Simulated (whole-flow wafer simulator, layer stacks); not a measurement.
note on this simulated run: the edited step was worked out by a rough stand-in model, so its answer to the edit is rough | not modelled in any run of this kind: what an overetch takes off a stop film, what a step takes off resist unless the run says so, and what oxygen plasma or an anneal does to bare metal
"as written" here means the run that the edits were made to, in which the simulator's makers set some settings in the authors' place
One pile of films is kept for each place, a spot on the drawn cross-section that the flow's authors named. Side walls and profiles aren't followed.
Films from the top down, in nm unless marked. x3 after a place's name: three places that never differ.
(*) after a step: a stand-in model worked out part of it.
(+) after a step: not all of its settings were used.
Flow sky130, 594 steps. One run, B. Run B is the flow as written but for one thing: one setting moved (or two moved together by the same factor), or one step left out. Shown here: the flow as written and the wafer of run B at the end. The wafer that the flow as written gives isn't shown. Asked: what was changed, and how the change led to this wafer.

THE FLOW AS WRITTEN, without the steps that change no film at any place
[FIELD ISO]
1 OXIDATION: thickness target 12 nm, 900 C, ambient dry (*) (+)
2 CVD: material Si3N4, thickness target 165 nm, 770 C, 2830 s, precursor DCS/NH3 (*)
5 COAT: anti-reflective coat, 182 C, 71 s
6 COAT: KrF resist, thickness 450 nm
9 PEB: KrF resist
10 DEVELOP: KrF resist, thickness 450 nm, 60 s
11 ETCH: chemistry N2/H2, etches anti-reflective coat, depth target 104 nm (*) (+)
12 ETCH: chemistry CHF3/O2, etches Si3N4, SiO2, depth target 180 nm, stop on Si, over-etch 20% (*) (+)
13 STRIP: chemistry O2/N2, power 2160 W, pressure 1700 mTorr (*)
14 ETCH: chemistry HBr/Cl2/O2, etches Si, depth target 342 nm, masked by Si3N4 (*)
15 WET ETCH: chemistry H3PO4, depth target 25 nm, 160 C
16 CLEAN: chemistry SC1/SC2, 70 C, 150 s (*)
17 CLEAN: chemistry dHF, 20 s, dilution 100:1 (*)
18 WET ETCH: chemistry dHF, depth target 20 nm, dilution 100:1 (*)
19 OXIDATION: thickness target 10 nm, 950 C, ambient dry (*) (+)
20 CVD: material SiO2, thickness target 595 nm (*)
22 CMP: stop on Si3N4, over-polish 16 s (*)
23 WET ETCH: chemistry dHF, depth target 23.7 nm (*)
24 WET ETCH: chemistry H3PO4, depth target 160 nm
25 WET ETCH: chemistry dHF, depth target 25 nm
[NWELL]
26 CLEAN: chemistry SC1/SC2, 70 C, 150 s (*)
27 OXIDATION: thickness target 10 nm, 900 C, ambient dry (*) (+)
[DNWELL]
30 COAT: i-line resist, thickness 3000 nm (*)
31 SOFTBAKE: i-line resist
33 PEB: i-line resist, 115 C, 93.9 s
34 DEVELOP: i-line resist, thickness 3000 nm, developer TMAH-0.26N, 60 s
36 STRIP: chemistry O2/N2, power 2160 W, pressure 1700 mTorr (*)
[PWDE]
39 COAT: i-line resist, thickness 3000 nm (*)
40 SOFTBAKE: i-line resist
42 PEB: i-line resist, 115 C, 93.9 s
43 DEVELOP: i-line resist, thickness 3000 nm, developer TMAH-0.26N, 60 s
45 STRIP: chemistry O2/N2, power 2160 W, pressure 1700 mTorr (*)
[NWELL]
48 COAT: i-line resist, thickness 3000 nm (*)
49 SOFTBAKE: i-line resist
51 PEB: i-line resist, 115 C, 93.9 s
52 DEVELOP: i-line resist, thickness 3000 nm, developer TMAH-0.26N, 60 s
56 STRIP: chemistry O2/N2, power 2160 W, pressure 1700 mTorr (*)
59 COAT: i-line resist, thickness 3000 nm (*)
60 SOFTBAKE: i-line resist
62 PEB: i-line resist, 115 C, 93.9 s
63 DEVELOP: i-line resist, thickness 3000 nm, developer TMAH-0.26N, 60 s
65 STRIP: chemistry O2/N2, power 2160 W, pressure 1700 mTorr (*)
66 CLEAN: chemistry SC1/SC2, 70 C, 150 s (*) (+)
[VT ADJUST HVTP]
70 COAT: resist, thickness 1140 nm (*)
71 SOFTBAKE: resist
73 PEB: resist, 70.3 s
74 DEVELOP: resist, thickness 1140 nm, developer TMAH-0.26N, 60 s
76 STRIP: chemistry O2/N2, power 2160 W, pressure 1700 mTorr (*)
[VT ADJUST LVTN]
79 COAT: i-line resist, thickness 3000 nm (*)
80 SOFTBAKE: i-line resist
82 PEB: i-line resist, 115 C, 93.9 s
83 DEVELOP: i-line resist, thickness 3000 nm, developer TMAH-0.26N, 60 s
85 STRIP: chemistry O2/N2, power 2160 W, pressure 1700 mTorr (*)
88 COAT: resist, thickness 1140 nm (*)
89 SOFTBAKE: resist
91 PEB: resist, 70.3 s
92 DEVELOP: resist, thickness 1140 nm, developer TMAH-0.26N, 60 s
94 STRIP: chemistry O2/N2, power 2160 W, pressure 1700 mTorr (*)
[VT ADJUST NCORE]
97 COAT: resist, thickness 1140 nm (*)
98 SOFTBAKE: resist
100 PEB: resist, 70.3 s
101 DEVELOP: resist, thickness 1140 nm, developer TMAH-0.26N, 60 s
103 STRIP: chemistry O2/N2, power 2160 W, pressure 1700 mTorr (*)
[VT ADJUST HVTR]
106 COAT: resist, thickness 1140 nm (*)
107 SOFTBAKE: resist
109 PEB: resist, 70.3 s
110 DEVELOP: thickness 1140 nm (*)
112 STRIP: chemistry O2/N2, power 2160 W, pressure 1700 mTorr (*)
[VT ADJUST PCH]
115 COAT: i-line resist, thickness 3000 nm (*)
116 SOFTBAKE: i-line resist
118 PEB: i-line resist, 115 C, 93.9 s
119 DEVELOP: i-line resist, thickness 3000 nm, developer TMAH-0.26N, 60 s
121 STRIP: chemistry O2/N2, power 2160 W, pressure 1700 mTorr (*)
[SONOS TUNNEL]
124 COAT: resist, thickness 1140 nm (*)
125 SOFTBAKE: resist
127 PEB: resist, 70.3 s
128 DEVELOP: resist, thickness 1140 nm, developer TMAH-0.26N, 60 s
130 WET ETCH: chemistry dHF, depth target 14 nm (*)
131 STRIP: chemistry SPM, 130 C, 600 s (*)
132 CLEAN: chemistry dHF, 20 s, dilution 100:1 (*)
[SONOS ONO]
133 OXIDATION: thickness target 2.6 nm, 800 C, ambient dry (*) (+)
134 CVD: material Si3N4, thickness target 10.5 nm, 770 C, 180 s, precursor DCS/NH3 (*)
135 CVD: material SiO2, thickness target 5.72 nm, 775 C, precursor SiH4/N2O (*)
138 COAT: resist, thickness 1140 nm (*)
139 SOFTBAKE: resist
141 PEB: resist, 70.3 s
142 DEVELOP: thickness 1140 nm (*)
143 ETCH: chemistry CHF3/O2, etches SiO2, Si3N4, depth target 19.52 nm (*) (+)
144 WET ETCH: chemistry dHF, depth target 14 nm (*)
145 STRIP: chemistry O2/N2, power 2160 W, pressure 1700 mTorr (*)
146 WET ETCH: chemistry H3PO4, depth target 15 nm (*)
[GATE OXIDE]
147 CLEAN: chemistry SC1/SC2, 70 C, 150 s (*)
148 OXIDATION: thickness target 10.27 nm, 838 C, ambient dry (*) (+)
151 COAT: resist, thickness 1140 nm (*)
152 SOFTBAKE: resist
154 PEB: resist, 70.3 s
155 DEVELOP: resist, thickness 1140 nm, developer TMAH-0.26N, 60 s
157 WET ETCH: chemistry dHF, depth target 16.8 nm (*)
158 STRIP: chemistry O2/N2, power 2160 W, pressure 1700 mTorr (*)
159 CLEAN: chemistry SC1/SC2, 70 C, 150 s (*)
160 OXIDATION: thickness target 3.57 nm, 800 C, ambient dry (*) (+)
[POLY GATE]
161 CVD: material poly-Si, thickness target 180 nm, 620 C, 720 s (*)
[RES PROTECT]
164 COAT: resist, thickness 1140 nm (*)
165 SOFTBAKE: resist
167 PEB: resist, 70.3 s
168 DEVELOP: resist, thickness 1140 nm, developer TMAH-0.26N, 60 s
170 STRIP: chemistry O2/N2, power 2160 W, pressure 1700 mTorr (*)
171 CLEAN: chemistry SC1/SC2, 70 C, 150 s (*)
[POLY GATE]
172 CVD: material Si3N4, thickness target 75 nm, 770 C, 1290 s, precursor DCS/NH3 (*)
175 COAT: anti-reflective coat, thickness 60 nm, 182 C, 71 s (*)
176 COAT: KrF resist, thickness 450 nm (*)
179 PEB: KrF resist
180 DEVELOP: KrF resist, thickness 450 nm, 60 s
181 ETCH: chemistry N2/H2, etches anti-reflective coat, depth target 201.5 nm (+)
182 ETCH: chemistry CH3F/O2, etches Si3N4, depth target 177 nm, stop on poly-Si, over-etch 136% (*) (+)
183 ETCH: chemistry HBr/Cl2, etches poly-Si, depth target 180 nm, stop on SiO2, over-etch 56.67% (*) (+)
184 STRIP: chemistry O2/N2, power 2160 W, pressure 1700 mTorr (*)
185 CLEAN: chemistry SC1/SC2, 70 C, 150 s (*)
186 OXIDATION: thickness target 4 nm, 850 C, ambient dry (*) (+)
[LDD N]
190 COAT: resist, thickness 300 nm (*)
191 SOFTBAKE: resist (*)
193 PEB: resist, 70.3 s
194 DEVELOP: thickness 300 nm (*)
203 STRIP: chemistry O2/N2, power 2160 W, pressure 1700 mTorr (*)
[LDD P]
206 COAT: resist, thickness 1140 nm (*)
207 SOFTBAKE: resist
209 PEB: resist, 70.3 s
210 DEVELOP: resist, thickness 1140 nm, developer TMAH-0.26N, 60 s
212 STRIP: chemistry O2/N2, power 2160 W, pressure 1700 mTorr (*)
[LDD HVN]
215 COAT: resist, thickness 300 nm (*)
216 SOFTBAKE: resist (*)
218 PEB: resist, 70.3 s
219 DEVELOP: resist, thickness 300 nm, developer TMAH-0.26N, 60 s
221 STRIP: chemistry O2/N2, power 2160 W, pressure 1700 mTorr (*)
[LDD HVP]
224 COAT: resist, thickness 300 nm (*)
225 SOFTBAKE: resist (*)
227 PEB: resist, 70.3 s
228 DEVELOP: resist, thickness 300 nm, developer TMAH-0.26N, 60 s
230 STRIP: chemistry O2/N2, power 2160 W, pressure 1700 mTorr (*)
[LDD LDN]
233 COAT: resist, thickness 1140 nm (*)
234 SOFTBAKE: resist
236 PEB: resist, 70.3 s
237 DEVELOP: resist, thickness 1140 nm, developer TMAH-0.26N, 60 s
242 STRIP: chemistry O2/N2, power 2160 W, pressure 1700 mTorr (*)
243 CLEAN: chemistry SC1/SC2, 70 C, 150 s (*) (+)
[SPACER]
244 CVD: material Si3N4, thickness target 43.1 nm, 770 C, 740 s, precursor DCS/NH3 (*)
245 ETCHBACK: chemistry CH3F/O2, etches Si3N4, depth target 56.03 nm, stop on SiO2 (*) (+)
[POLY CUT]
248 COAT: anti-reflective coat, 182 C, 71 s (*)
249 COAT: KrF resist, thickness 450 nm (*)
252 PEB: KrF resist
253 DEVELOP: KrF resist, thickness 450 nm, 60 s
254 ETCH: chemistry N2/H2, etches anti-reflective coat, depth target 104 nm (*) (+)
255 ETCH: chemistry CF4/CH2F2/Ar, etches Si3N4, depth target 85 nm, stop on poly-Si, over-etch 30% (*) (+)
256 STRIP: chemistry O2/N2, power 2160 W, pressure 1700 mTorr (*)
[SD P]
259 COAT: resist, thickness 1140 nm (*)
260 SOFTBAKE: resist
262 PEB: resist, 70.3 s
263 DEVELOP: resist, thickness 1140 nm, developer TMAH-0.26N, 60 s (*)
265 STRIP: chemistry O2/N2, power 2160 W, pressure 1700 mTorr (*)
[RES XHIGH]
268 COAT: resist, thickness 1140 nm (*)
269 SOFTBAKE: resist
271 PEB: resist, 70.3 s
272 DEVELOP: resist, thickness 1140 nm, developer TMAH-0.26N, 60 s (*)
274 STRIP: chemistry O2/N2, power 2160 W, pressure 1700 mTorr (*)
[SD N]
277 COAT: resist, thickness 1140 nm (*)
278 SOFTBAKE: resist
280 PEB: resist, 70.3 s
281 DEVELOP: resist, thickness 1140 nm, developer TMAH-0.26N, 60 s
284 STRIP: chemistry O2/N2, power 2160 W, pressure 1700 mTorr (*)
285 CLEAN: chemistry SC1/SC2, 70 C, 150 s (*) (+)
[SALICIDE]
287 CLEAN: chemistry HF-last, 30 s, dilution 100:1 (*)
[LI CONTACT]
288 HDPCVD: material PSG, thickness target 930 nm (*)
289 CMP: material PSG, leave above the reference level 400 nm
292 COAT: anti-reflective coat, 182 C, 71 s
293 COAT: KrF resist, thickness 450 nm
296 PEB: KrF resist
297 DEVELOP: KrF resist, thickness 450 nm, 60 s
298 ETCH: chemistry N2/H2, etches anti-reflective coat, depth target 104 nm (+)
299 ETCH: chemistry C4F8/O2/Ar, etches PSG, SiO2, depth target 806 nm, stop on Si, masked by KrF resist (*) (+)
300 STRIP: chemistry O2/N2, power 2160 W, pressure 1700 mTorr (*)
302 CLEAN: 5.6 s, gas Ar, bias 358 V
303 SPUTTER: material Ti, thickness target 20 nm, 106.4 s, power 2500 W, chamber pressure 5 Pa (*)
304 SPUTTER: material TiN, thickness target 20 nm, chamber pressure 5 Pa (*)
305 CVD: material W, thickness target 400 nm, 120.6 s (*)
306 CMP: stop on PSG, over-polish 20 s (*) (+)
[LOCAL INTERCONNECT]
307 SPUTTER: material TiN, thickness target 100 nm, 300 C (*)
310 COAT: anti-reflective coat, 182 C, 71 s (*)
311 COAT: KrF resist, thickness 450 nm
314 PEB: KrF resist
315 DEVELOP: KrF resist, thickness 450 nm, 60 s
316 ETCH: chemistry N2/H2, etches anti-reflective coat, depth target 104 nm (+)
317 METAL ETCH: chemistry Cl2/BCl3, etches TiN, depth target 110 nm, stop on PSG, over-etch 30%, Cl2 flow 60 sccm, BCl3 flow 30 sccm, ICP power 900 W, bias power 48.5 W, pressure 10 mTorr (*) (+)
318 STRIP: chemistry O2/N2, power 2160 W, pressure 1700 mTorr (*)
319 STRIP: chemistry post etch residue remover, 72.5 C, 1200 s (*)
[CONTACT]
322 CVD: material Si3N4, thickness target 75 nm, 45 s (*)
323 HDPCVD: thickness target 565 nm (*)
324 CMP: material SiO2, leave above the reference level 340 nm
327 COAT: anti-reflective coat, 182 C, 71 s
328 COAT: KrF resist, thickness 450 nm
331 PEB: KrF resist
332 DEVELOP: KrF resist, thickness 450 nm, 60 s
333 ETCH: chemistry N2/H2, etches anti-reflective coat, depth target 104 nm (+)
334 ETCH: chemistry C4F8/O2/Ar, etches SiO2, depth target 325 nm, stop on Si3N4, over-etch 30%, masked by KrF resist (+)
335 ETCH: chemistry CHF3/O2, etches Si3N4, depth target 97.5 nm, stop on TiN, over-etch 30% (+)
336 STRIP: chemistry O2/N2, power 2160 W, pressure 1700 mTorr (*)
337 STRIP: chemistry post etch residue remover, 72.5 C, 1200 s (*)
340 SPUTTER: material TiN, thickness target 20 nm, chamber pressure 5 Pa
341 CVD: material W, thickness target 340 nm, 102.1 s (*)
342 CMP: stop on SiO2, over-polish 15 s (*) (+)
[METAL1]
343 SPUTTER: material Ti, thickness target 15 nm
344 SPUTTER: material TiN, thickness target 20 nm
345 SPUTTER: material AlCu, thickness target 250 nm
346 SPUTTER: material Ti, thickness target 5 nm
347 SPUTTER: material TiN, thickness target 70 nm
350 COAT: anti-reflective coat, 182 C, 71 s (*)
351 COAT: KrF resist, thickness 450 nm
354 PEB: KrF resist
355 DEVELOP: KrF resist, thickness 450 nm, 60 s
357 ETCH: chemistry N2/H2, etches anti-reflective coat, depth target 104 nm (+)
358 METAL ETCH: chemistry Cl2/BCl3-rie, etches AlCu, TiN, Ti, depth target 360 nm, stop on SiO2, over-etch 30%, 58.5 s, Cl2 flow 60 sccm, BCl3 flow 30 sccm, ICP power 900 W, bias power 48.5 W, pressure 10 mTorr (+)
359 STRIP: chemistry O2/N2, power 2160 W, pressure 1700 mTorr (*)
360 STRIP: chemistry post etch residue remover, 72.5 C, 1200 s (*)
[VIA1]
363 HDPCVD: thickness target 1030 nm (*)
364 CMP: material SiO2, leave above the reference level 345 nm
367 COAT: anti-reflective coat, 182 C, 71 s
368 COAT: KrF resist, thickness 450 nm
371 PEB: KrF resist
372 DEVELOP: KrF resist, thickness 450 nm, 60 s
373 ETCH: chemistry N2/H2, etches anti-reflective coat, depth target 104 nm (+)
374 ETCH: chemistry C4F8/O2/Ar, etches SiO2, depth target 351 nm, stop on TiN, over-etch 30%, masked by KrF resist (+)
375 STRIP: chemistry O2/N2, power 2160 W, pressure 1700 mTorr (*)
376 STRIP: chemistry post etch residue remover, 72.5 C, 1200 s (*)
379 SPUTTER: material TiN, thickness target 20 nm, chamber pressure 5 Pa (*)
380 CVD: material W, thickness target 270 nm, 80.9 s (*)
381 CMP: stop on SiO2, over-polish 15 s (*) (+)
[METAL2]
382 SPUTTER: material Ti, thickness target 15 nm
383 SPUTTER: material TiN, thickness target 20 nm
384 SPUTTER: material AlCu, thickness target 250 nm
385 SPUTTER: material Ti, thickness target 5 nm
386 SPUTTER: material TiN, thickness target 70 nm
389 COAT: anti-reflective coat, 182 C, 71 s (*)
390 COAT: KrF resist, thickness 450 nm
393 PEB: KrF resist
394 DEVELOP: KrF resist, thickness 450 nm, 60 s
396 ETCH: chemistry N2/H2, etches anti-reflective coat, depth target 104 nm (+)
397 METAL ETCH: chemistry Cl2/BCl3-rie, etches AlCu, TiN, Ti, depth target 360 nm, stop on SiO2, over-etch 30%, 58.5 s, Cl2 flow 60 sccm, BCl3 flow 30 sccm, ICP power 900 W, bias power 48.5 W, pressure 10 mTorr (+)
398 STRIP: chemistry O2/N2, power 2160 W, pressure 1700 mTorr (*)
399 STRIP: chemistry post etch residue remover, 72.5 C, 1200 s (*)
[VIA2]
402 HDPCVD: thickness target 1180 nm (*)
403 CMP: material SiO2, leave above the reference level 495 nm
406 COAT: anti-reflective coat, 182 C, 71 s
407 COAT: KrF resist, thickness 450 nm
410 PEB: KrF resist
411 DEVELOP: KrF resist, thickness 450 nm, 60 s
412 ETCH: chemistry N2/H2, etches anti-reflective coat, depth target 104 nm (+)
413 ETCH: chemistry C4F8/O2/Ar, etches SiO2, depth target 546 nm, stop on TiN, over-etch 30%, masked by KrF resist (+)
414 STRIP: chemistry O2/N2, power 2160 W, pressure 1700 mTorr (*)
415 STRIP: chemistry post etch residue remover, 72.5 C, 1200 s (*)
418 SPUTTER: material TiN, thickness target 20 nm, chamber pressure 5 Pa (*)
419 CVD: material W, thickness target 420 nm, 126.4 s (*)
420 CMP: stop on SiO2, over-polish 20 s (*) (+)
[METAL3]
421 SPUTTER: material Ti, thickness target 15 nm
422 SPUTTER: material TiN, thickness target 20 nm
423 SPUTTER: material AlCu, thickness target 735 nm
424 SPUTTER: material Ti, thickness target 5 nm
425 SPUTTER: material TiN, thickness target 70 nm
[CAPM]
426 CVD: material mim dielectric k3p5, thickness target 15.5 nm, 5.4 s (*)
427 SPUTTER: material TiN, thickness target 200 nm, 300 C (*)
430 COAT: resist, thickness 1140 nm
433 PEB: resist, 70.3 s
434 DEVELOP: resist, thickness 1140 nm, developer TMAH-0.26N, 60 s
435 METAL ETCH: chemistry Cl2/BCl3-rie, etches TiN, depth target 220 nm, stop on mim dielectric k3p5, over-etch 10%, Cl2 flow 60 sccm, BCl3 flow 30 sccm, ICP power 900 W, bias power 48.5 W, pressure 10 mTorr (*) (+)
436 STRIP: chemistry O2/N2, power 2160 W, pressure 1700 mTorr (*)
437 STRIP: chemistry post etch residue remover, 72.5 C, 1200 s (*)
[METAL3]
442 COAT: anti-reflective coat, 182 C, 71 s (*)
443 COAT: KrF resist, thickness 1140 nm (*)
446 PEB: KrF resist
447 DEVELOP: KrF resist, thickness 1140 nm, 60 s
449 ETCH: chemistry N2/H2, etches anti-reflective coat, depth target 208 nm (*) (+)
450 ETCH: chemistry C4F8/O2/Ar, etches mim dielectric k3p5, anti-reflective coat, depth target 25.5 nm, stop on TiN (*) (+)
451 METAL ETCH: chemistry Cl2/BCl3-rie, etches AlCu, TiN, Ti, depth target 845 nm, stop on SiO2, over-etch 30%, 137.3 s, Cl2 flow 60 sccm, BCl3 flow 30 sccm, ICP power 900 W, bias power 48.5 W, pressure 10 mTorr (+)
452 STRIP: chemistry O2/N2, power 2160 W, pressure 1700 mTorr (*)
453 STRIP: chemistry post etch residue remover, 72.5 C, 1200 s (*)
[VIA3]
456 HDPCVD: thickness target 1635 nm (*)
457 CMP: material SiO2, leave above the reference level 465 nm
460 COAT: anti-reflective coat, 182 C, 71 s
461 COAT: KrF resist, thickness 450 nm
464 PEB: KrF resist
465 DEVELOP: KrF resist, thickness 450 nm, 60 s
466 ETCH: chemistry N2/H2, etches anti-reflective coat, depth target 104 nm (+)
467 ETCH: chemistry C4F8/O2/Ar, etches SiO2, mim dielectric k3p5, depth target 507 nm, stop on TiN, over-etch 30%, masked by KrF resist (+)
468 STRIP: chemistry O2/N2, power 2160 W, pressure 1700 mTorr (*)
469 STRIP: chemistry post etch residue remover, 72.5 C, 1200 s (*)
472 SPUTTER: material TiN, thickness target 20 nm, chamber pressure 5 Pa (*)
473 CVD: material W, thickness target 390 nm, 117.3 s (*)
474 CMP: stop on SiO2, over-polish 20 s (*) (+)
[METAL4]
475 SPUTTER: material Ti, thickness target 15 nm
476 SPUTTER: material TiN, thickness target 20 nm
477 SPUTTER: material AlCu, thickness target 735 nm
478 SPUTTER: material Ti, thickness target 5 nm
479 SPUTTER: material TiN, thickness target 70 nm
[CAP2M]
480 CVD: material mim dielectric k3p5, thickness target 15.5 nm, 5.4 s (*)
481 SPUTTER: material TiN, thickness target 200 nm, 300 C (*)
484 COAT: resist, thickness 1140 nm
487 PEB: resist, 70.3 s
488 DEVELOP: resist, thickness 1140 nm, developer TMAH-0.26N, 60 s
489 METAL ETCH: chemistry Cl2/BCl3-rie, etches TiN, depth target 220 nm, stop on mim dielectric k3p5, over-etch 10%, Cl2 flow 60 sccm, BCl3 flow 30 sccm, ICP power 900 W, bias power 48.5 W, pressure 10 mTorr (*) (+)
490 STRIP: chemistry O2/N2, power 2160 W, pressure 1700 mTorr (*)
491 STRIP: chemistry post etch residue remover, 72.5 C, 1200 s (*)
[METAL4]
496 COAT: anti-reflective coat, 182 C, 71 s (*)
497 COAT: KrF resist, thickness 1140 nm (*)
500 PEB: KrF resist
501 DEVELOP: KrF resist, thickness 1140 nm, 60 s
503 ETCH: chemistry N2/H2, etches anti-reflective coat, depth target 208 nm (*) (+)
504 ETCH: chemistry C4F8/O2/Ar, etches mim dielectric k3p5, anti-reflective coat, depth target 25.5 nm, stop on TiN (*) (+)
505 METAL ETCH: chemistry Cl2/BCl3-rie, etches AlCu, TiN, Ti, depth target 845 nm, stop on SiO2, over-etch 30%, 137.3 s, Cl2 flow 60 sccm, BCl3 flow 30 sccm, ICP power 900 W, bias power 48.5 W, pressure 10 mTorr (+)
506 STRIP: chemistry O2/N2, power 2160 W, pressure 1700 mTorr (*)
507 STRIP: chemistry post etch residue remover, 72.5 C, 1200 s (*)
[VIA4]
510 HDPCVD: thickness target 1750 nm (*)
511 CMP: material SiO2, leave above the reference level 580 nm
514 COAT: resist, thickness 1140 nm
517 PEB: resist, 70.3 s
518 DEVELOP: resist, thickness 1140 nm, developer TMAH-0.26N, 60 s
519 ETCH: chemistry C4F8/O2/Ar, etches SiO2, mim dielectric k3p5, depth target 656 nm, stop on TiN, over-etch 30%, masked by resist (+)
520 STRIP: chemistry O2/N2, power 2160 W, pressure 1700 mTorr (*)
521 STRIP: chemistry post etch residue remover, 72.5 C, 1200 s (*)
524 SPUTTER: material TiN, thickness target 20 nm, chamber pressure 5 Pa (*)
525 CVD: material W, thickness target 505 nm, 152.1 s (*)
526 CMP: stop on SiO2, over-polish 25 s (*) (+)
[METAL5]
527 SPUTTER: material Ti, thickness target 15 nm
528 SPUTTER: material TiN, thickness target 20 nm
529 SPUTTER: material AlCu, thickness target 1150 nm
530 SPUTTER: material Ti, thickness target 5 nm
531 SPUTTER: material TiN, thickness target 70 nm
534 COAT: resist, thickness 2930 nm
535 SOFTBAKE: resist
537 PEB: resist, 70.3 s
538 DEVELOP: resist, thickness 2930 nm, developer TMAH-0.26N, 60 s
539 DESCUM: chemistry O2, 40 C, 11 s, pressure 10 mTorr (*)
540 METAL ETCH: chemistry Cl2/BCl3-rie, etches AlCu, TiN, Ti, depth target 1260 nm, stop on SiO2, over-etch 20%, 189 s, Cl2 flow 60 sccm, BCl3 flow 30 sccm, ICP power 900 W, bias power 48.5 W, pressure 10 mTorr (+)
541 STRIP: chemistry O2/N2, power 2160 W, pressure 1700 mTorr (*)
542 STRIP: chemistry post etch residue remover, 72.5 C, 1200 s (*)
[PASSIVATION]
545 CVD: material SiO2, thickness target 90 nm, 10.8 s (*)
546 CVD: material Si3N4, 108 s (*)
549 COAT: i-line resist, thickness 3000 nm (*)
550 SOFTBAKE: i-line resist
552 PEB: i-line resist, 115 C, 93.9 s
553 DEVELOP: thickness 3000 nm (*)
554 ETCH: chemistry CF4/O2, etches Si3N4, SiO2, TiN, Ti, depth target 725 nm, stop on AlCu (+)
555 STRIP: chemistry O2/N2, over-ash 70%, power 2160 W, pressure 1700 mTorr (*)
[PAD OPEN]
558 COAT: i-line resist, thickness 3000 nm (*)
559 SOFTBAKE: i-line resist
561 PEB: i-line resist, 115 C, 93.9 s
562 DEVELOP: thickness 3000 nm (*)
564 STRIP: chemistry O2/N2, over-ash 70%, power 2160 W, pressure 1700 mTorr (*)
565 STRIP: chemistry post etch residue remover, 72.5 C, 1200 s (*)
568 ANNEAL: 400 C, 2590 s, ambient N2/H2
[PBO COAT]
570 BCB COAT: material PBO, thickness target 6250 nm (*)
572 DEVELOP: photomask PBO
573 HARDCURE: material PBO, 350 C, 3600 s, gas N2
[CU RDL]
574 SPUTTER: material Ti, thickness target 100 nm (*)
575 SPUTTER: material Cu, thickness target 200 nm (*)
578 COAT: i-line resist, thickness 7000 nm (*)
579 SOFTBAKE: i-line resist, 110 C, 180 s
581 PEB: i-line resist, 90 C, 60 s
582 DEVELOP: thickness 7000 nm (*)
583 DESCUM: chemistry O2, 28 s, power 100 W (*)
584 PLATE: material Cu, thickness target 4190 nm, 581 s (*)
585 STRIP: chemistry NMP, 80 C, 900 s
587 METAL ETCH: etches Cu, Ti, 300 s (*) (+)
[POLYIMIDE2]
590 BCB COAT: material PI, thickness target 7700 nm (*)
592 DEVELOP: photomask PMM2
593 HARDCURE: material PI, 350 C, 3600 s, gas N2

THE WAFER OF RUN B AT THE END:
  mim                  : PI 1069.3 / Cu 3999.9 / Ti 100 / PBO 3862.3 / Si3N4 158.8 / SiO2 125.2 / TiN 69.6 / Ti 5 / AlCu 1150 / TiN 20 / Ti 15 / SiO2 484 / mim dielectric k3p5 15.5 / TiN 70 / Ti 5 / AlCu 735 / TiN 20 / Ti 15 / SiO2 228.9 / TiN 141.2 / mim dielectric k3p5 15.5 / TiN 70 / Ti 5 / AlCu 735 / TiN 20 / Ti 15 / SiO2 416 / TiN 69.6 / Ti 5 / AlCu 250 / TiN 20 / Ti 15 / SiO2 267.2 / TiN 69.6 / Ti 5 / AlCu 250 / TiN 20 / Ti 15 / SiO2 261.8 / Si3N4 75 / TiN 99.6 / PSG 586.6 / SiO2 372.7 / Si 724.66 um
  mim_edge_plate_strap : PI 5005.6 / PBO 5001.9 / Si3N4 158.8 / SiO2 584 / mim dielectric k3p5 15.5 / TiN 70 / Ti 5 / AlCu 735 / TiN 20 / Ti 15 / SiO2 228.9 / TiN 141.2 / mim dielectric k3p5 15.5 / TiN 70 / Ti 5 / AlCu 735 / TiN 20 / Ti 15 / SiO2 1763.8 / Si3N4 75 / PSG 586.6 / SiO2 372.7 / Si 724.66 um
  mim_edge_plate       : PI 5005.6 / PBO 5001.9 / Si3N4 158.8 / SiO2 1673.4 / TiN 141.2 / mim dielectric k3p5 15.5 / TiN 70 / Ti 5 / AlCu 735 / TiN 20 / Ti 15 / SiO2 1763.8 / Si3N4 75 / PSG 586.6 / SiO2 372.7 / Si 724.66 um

The cause: step 427, SPUTTER: thickness target 142 nm was run, where the flow has thickness target 200 nm.

How the change led to this, step by step:
  427 SPUTTER: material TiN, thickness target 200 nm, 300 C (*)
      field, active, n_well and 188 more: TiN +142 (new film) (as written it would be: TiN +200 (new film))
  435 METAL ETCH: chemistry Cl2/BCl3-rie, etches TiN, depth target 220 nm, stop on mim dielectric k3p5, over-etch 10%, Cl2 flow 60 sccm, BCl3 flow 30 sccm, ICP power 900 W, bias power 48.5 W, pressure 10 mTorr (*) (+)
      field, active, n_well and 185 more: TiN -142 (all of it) (as written it would be: TiN -200 (all of it))
      mim, mim_edge_plate_strap, mim_edge_plate: resist -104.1 (as written it would be: resist -146.7)
  436 STRIP: chemistry O2/N2, power 2160 W, pressure 1700 mTorr (*)
      mim, mim_edge_plate_strap, mim_edge_plate: resist -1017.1 (all of it) (as written it would be: resist -974.6 (all of it))
  442 COAT: anti-reflective coat, 182 C, 71 s (*)
      rpm_encl, rpm_encl_psd, rpm_encl_urpm: anti-reflective coat +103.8 (new film) (as written it would be: anti-reflective coat +101.2 (new film))
      poly_licon, rpo_hd_licon: anti-reflective coat +73.4 (new film) (as written it would be: anti-reflective coat +57.6 (new film))
      (and at 7 more places)
  443 COAT: KrF resist, thickness 1140 nm (*)
      mim_edge_plate_strap, mim_edge_plate: KrF resist +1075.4 (new film) (as written it would be: KrF resist +1017.4 (new film))
      mim: KrF resist +1076.1 (new film) (as written it would be: KrF resist +1025.5 (new film))
      (and at 1 more place)
  449 ETCH: chemistry N2/H2, etches anti-reflective coat, depth target 208 nm (*) (+)
      rpm_encl, rpm_encl_psd, rpm_encl_urpm: anti-reflective coat -103.8 (all of it) (as written it would be: anti-reflective coat -101.2 (all of it))
      poly_licon, rpo_hd_licon: anti-reflective coat -73.4 (all of it) (as written it would be: anti-reflective coat -57.6 (all of it))
      (and at 3 more places)
  452 STRIP: chemistry O2/N2, power 2160 W, pressure 1700 mTorr (*)
      mim_edge_plate_strap, mim_edge_plate: KrF resist -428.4 (all of it), anti-reflective coat -3 (all of it) (as written it would be: KrF resist -370.5 (all of it), anti-reflective coat -3 (all of it))
      mim: KrF resist -429.1 (all of it), anti-reflective coat -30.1 (all of it) (as written it would be: KrF resist -378.7 (all of it), anti-reflective coat -40.4 (all of it))
      (and at 3 more places)
  457 CMP: material SiO2, leave above the reference level 465 nm
      mim, mim_edge_plate_strap, mim_edge_plate: SiO2 -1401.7 (as written it would be: SiO2 -1459.7)
